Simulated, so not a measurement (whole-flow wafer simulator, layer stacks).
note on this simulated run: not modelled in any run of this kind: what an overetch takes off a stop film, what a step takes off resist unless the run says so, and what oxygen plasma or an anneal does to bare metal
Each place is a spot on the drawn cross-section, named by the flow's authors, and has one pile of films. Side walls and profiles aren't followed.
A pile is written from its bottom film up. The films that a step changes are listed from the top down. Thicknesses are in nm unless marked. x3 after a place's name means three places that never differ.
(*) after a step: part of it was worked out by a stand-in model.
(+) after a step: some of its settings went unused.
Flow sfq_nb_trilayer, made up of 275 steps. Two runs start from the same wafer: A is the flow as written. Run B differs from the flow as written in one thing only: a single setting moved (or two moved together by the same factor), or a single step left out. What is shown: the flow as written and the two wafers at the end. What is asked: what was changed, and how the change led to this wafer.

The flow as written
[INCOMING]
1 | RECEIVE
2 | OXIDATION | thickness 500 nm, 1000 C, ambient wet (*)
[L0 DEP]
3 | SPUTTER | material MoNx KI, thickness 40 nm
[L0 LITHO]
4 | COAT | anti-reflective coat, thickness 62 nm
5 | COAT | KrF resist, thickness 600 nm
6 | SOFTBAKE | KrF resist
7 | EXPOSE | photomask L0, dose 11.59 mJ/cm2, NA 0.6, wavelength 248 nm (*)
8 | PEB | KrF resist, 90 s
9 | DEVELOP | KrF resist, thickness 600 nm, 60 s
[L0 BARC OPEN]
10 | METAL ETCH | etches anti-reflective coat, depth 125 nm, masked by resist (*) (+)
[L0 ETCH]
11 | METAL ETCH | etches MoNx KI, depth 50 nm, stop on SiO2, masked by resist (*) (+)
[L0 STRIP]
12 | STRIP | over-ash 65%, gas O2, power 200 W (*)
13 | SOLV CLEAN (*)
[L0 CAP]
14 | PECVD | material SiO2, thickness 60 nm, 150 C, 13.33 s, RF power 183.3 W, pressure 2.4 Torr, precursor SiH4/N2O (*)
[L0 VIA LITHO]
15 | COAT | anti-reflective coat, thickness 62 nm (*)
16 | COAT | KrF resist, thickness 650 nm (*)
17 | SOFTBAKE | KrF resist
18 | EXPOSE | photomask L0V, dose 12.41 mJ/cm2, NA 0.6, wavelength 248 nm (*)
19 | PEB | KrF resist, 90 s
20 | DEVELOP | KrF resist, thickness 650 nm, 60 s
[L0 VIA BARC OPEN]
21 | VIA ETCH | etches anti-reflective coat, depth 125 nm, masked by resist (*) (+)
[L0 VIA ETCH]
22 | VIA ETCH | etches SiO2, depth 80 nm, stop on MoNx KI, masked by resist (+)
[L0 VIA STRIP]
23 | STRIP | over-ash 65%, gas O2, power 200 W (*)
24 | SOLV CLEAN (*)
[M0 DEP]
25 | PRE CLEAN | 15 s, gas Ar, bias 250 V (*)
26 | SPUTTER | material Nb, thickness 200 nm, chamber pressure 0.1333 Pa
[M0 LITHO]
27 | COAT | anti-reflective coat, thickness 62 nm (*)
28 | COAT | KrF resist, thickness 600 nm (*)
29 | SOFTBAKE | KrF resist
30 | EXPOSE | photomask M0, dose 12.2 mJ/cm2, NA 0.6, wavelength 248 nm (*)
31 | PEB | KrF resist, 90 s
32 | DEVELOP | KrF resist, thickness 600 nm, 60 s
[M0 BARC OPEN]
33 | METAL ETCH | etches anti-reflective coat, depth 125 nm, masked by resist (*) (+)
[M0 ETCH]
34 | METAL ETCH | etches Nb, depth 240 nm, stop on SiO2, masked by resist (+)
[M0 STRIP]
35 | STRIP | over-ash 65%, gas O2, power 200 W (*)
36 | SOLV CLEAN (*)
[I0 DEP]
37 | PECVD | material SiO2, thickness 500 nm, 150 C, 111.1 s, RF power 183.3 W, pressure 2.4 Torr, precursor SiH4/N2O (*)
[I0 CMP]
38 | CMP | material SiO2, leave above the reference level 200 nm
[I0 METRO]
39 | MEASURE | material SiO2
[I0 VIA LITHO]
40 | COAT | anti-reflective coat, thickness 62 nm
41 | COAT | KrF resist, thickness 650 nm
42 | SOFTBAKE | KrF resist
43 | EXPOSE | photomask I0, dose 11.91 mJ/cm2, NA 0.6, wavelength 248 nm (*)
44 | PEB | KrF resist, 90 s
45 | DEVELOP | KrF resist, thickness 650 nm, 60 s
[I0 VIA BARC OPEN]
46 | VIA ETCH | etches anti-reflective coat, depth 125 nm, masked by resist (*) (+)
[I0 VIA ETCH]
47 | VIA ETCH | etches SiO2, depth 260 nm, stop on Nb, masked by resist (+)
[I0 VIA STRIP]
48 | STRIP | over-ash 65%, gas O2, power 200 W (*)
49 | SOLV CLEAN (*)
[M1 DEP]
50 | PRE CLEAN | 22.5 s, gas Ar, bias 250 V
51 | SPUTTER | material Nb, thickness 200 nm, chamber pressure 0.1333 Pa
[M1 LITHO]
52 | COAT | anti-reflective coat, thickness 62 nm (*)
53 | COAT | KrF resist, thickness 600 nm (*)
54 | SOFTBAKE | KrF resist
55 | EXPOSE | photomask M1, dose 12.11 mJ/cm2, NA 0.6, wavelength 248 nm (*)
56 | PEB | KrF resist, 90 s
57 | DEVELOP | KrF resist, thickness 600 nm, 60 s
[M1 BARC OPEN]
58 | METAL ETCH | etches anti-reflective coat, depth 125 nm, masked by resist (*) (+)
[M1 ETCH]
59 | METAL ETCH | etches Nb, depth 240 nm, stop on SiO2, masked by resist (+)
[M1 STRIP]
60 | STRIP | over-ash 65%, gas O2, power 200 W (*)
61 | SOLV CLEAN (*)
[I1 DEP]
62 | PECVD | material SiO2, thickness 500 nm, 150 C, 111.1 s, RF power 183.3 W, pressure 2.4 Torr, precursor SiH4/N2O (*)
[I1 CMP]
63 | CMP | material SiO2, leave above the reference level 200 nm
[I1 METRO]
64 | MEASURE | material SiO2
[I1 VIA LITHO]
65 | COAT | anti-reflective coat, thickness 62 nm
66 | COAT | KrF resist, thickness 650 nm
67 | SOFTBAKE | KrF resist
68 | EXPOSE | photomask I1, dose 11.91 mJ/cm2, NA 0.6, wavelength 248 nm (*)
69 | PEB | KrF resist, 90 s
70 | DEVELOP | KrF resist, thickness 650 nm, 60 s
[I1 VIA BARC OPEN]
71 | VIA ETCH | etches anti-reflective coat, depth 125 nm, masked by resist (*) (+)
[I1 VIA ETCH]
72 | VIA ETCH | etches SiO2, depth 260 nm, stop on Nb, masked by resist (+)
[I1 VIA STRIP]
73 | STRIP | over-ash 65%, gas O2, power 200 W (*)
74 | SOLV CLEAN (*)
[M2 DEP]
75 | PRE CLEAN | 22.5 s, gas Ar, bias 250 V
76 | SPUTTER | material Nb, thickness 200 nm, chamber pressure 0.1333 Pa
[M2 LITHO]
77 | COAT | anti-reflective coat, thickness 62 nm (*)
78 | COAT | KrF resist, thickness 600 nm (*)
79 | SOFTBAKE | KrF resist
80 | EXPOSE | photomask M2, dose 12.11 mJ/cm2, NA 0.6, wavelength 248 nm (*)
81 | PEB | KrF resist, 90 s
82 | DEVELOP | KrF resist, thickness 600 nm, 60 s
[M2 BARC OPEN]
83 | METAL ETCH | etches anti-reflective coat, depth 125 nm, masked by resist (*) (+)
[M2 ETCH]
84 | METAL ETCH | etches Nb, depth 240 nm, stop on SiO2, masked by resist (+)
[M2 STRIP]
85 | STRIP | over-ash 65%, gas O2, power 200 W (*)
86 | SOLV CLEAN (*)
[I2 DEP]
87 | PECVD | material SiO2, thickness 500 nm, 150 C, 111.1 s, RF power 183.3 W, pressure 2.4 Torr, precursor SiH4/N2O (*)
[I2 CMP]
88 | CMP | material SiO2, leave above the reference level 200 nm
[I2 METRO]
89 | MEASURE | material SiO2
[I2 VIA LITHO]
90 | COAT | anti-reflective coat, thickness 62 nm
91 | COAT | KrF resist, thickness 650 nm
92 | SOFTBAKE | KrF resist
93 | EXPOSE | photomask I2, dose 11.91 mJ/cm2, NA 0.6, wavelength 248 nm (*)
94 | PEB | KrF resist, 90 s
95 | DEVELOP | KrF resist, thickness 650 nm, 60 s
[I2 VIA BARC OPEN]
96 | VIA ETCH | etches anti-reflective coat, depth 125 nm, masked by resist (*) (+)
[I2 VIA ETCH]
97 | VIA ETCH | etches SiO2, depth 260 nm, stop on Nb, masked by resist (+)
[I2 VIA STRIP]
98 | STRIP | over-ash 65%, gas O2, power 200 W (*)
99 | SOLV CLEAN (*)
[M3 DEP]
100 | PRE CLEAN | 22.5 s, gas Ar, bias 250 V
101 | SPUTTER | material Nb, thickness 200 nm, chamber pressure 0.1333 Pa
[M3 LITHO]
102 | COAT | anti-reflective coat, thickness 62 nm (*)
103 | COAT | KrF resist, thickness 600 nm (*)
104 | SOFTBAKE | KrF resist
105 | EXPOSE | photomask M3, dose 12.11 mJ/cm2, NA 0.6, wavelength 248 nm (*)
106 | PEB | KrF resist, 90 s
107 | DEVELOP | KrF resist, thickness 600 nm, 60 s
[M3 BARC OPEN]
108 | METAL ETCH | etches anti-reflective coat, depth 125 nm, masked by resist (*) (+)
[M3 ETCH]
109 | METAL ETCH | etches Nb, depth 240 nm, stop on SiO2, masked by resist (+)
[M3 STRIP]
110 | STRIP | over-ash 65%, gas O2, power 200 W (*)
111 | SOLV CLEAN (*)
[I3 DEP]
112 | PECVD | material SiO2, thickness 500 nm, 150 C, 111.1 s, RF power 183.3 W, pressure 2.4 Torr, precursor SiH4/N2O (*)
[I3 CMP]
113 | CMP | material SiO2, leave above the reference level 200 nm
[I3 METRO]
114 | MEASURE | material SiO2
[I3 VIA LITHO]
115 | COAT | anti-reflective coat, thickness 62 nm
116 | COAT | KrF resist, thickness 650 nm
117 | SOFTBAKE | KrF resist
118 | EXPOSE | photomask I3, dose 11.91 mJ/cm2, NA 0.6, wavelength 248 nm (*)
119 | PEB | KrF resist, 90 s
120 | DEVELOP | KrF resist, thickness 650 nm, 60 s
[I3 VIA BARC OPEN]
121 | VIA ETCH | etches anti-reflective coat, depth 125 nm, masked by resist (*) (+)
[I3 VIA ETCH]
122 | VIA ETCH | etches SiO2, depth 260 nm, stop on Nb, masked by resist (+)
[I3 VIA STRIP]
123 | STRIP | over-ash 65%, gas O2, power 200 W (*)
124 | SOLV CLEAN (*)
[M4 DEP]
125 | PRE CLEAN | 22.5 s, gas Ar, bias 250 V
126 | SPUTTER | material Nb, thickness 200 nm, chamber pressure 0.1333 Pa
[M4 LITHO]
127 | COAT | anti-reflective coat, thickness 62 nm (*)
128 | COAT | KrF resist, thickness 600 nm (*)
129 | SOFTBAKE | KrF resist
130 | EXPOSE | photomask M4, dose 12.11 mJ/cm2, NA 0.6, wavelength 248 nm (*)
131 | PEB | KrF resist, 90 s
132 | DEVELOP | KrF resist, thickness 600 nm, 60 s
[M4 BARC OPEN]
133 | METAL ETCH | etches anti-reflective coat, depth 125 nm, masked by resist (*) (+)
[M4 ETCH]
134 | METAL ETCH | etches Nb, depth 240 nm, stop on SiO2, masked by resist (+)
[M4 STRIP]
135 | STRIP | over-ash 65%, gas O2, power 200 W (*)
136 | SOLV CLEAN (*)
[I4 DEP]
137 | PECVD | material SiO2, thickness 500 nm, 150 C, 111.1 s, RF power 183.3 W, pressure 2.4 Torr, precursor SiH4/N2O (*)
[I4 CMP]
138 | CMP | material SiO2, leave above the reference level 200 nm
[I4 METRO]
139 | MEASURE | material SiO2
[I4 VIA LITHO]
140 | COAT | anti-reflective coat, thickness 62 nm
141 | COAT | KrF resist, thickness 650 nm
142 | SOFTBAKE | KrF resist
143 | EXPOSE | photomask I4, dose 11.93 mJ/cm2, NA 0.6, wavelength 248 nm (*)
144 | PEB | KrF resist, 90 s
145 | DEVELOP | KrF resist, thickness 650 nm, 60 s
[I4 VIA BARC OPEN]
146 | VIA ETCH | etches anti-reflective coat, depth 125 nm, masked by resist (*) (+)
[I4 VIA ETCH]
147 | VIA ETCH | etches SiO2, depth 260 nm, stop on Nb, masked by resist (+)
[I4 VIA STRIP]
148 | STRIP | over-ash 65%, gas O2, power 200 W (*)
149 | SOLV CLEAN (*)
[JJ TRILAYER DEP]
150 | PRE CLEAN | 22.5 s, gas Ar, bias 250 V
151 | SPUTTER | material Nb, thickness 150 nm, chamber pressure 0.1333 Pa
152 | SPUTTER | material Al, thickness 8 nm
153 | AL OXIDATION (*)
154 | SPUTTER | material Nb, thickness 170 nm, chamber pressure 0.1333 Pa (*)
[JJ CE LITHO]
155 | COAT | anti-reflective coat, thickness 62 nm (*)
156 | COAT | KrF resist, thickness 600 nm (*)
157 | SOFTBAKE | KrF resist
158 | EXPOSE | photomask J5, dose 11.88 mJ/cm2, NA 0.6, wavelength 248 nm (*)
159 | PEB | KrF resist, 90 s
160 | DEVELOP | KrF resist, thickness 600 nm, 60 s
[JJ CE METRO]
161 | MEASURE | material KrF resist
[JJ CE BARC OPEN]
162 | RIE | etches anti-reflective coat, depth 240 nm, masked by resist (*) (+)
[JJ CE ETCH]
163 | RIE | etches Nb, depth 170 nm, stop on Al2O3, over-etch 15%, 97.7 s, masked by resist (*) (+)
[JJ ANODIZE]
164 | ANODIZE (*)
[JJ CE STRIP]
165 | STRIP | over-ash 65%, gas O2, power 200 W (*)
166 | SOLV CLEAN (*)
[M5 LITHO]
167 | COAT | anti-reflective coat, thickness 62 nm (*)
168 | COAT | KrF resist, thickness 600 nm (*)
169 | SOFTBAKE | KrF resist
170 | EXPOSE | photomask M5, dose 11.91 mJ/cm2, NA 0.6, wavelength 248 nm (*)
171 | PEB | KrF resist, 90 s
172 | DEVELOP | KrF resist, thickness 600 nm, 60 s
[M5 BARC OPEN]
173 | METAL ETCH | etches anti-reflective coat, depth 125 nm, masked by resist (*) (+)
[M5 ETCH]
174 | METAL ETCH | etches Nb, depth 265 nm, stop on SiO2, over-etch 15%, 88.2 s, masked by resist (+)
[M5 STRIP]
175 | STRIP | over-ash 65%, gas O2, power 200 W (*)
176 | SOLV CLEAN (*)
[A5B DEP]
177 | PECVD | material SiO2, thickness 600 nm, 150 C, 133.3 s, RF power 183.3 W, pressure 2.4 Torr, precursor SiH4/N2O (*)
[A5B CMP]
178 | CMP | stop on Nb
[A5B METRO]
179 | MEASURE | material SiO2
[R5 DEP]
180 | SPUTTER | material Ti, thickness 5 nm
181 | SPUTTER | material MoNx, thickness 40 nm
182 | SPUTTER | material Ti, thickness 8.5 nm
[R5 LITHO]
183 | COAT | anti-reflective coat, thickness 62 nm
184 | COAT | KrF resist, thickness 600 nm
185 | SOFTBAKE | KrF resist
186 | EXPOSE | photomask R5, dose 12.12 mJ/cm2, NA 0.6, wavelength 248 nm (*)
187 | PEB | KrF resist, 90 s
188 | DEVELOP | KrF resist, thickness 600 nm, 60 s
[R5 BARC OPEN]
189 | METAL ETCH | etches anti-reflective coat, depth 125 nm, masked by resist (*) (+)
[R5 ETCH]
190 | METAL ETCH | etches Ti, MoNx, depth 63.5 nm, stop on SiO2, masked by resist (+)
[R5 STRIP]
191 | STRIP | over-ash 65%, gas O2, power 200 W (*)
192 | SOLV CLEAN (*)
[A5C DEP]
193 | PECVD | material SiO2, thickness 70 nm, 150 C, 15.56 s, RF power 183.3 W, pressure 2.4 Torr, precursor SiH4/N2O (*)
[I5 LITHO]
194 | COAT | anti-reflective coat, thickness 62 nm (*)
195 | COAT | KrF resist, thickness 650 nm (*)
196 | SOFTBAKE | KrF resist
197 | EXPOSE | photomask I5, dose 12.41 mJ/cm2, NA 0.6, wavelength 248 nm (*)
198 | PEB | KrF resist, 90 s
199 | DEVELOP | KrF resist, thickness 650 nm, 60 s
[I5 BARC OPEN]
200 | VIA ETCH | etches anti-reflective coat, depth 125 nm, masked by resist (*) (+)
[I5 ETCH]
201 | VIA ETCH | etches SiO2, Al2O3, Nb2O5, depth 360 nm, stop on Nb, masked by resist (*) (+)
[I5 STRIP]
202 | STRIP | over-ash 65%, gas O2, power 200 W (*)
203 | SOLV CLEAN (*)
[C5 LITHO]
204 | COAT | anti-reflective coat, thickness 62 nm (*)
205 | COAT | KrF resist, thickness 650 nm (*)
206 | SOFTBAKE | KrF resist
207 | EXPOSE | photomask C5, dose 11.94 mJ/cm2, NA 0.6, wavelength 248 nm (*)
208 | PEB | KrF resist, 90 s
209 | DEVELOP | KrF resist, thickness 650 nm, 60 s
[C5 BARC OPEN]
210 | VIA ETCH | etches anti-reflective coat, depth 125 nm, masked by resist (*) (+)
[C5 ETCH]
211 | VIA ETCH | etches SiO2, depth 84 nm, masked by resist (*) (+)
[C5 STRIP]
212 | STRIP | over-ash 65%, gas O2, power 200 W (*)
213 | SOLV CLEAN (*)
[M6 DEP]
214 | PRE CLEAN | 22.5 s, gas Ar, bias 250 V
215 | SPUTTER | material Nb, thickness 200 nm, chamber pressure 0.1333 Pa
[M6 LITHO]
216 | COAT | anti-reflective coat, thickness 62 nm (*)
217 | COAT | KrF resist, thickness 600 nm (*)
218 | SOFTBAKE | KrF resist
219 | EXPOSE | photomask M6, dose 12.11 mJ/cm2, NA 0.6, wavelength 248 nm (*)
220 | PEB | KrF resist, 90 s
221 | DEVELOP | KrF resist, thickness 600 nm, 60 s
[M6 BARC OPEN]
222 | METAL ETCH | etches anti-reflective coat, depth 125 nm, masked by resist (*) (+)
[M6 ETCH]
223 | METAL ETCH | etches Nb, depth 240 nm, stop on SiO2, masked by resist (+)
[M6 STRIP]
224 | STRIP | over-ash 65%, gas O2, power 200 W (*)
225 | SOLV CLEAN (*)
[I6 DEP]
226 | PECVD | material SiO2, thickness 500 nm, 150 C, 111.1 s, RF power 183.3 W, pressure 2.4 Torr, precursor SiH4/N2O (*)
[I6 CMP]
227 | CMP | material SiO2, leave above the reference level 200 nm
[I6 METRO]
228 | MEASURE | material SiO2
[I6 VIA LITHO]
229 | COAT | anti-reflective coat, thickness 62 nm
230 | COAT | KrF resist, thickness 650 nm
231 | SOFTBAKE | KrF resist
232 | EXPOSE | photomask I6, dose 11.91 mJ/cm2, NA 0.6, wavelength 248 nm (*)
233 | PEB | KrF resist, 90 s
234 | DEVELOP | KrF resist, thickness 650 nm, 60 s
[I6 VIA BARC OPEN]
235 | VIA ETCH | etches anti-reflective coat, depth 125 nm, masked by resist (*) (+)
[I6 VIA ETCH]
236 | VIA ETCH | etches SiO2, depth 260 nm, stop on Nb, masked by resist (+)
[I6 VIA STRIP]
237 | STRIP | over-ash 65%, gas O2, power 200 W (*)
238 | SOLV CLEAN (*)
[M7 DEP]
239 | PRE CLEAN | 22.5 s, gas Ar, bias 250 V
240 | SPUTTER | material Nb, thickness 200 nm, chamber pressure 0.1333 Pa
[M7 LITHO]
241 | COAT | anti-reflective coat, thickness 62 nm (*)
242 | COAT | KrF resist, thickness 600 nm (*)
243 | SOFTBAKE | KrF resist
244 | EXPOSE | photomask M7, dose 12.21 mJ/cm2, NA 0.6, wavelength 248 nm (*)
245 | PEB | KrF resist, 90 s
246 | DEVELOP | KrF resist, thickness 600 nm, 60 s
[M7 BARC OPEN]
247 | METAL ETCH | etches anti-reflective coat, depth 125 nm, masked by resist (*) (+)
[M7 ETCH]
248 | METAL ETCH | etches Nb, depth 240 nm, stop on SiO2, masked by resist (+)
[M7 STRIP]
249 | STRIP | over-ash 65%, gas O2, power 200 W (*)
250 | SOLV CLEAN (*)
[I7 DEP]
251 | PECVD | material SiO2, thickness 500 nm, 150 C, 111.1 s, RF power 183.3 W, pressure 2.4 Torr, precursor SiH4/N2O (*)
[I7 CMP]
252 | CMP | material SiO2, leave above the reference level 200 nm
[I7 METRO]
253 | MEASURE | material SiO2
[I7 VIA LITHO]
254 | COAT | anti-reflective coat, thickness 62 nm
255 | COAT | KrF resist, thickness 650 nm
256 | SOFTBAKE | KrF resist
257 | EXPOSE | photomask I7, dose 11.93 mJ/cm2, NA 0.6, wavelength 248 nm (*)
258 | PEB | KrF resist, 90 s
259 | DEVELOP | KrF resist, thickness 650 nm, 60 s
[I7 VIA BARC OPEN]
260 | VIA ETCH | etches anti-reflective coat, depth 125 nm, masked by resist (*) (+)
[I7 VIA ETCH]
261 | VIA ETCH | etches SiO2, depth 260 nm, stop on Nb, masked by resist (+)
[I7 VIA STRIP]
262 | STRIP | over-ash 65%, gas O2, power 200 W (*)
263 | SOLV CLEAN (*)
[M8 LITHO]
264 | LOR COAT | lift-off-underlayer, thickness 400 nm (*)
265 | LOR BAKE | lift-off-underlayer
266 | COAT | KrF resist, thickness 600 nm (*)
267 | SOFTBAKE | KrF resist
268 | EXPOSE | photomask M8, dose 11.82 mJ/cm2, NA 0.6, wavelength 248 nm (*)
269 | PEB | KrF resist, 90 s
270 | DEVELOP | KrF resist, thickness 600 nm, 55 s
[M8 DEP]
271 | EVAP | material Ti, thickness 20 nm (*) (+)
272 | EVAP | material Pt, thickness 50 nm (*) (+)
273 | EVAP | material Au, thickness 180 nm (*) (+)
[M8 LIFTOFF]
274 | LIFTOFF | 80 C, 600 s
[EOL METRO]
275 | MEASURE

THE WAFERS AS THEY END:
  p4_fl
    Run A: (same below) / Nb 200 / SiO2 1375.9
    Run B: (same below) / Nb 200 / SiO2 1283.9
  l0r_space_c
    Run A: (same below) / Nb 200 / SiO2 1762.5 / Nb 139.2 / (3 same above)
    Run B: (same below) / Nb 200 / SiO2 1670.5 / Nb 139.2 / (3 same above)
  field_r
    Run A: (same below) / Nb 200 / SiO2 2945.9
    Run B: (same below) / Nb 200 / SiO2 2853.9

The reason: step 138, CMP: leave above the reference level 108 nm was run, while the flow as written has leave above the reference level 200 nm.

The path from the change to this, step by step:
  138 | CMP | material SiO2, leave above the reference level 200 nm
      field_l, be, be_sur and 55 more: A -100 SiO2 | B -192 SiO2
      v_sur, via_wl, via_w and 35 more: A -300 SiO2 | B -392 SiO2
      (also at 10 further places)
  147 | VIA ETCH | etches SiO2, depth 260 nm, stop on Nb, masked by resist (+)
      field_l, v_sur, via_sp and 100 more: A -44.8 KrF resist | B -27.9 KrF resist
      via_wl, via_w, via_wr: A -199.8 SiO2 (all of it) | B -107.8 SiO2 (all of it)
  148 | STRIP | over-ash 65%, gas O2, power 200 W (*)
      field_l, v_sur, via_sp and 100 more: A -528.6 KrF resist (all of it), -62 anti-reflective coat (all of it) | B -545.5 KrF resist (all of it), -62 anti-reflective coat (all of it)
  151 | SPUTTER | material Nb, thickness 150 nm, chamber pressure 0.1333 Pa
      via_wl, via_w, via_wr: A +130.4 Nb | B +141.2 Nb
  152 | SPUTTER | material Al, thickness 8 nm
      via_wl, via_wr: A +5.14 Al (new film) | B +6.23 Al (new film)
      via_w: A +7.12 Al (new film) | B +7.85 Al (new film)
  154 | SPUTTER | material Nb, thickness 170 nm, chamber pressure 0.1333 Pa (*)
      via_wl, via_wr: A +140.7 Nb (new film) | B +128.1 Nb (new film)
      via_w: A +141 Nb (new film) | B +167.4 Nb (new film)
  155 | COAT | anti-reflective coat, thickness 62 nm (*)
      via_wl, via_wr: A +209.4 anti-reflective coat (new film) | B +168.9 anti-reflective coat (new film)
      v_sur: A +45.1 anti-reflective coat (new film) | B +49.8 anti-reflective coat (new film)
      (also at 2 further places)
  156 | COAT | KrF resist, thickness 600 nm (*)
      via_wl: A +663 KrF resist (new film) | B +633.3 KrF resist (new film)
      via_w: A +763.8 KrF resist (new film) | B +669.2 KrF resist (new film)
      (also at 1 further place)
  160 | DEVELOP | KrF resist, thickness 600 nm, 60 s
      via_wl: A -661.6 KrF resist (all of it) | B -632 KrF resist (all of it)
      via_w: A -762.1 KrF resist (all of it) | B -667.8 KrF resist (all of it)
      (also at 1 further place)
  162 | RIE | etches anti-reflective coat, depth 240 nm, masked by resist (*) (+)
      ce_l, c5j, ce_r, wl_jj: A -209.4 KrF resist | B -168.9 KrF resist
      via_wl, via_wr: A -209.4 anti-reflective coat (all of it) | B -168.9 anti-reflective coat (all of it)
      (also at 3 further places)
  163 | RIE | etches Nb, depth 170 nm, stop on Al2O3, over-etch 15%, 97.7 s, masked by resist (*) (+)
      via_w: A -141 Nb (all of it), -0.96 Al2O3 (all of it) | B -167.4 Nb (all of it), -0.56 Al2O3
      via_wl, via_wr: A -140.7 Nb (all of it), -0.96 Al2O3 (all of it) | B -128.1 Nb (all of it), -0.96 Al2O3 (all of it)
  164 | ANODIZE (*)
      via_w: A +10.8 Al2O3 (new film), +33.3 Nb2O5 (new film), -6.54 Al (all of it), -12 Nb | B +12 Al2O3, +30.5 Nb2O5 (new film), -7.27 Al (all of it), -11 Nb
      via_wl, via_wr: A +7.52 Al2O3 (new film), +39.2 Nb2O5 (new film), -4.56 Al (all of it), -14.1 Nb | B +9.33 Al2O3 (new film), +36 Nb2O5 (new film), -5.65 Al (all of it), -12.9 Nb
  165 | STRIP | over-ash 65%, gas O2, power 200 W (*)
      ce_l: A -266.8 KrF resist (all of it), -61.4 anti-reflective coat (all of it) | B -307.9 KrF resist (all of it), -61.7 anti-reflective coat (all of it)
      c5j: A -266.9 KrF resist (all of it), -61.5 anti-reflective coat (all of it) | B -308 KrF resist (all of it), -61.7 anti-reflective coat (all of it)
      (also at 2 further places)
  167 | COAT | anti-reflective coat, thickness 62 nm (*)
      v_sur: A +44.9 anti-reflective coat (new film) | B +46.7 anti-reflective coat (new film)
      via_wl: A +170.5 anti-reflective coat (new film) | B +107 anti-reflective coat (new film)
      (also at 3 further places)
  168 | COAT | KrF resist, thickness 600 nm (*)
      v_sur: A +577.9 KrF resist (new film) | B +593 KrF resist (new film)
      via_wl: A +656 KrF resist (new film) | B +640.4 KrF resist (new film)
      (also at 2 further places)
  175 | STRIP | over-ash 65%, gas O2, power 200 W (*)
      v_sur: A -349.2 KrF resist (all of it), -44.9 anti-reflective coat (all of it) | B -364.2 KrF resist (all of it), -46.7 anti-reflective coat (all of it)
      via_wl: A -427 KrF resist (all of it), -170.5 anti-reflective coat (all of it) | B -411.5 KrF resist (all of it), -107 anti-reflective coat (all of it)
      (also at 3 further places)
  178 | CMP | stop on Nb
      via_wl, via_wr: A -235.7 SiO2 | B -338.2 SiO2
      via_w: A -235.2 SiO2 | B -337.8 SiO2
